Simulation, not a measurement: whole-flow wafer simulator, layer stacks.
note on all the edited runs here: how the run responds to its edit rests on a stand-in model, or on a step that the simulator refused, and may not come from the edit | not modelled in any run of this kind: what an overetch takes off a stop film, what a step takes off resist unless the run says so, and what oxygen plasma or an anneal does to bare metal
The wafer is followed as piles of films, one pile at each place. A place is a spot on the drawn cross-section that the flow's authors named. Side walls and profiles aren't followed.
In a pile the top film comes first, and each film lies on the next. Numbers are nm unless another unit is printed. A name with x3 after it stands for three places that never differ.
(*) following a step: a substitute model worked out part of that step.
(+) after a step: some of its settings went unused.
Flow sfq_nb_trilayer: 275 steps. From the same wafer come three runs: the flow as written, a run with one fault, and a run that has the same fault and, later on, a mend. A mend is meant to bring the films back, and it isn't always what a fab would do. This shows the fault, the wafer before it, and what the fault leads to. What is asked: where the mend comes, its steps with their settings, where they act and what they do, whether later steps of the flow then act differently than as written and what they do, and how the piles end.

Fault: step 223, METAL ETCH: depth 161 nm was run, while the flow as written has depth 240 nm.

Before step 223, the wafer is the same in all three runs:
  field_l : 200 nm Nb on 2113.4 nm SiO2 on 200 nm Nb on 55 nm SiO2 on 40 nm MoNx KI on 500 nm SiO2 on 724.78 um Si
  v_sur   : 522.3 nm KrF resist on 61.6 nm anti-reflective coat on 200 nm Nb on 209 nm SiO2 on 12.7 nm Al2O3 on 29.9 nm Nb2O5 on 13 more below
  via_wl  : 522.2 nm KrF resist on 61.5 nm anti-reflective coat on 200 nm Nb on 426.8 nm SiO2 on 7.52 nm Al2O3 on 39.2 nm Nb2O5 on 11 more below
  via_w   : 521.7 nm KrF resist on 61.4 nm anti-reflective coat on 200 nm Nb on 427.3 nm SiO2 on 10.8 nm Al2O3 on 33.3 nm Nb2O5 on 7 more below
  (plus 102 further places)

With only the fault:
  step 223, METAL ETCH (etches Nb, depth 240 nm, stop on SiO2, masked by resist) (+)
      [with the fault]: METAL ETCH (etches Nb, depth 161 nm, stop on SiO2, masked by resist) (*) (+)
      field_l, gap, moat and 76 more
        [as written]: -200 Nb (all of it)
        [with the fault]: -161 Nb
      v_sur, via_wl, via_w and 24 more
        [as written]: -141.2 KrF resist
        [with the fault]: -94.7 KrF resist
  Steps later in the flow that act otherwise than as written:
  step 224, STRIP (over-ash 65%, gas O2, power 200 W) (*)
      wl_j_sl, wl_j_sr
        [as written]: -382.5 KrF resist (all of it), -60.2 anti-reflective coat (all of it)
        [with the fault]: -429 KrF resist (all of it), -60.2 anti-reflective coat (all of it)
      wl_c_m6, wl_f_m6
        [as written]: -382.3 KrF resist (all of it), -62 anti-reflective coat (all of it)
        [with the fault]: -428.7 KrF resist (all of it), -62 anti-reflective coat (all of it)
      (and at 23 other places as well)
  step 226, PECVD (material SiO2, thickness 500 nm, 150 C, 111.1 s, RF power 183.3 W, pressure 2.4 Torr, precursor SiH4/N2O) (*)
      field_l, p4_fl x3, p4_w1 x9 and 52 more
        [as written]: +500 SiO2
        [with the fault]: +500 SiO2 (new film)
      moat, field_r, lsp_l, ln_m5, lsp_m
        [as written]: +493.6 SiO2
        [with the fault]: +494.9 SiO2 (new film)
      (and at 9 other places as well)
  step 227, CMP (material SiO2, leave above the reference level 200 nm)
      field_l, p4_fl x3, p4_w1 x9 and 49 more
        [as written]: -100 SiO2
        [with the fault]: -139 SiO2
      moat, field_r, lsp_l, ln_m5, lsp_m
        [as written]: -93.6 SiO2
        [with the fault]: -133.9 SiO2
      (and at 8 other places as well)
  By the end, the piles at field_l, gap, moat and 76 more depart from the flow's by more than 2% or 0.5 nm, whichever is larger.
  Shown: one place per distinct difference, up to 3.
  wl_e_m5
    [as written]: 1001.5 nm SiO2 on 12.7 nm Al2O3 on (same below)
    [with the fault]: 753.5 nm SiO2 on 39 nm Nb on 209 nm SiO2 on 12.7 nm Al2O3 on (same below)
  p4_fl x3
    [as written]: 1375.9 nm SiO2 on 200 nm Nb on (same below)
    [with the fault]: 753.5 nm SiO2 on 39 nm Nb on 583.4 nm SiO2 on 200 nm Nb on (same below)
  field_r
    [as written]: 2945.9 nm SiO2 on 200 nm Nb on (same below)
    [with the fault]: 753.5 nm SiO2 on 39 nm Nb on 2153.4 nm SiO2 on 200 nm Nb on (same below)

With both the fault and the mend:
  After step 223 comes the mend.
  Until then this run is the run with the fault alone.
  step 223a, METAL ETCH (etches Nb, depth 79 nm, stop on SiO2, masked by resist) (+) (the flow's step 223 again, with other settings)
      field_l, gap, moat and 76 more
        -39 Nb (all of it)
      v_sur, via_wl, via_w and 24 more
        -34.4 KrF resist
  Steps later in the flow that act otherwise than as written:
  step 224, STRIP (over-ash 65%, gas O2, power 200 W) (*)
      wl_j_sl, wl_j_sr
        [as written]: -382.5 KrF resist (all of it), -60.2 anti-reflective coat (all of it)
        [with the mend]: -394.6 KrF resist (all of it), -60.2 anti-reflective coat (all of it)
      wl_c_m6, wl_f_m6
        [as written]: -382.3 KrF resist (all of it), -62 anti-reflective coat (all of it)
        [with the mend]: -394.3 KrF resist (all of it), -62 anti-reflective coat (all of it)
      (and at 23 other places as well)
  At every place that both follow, the piles at the end match the flow's.
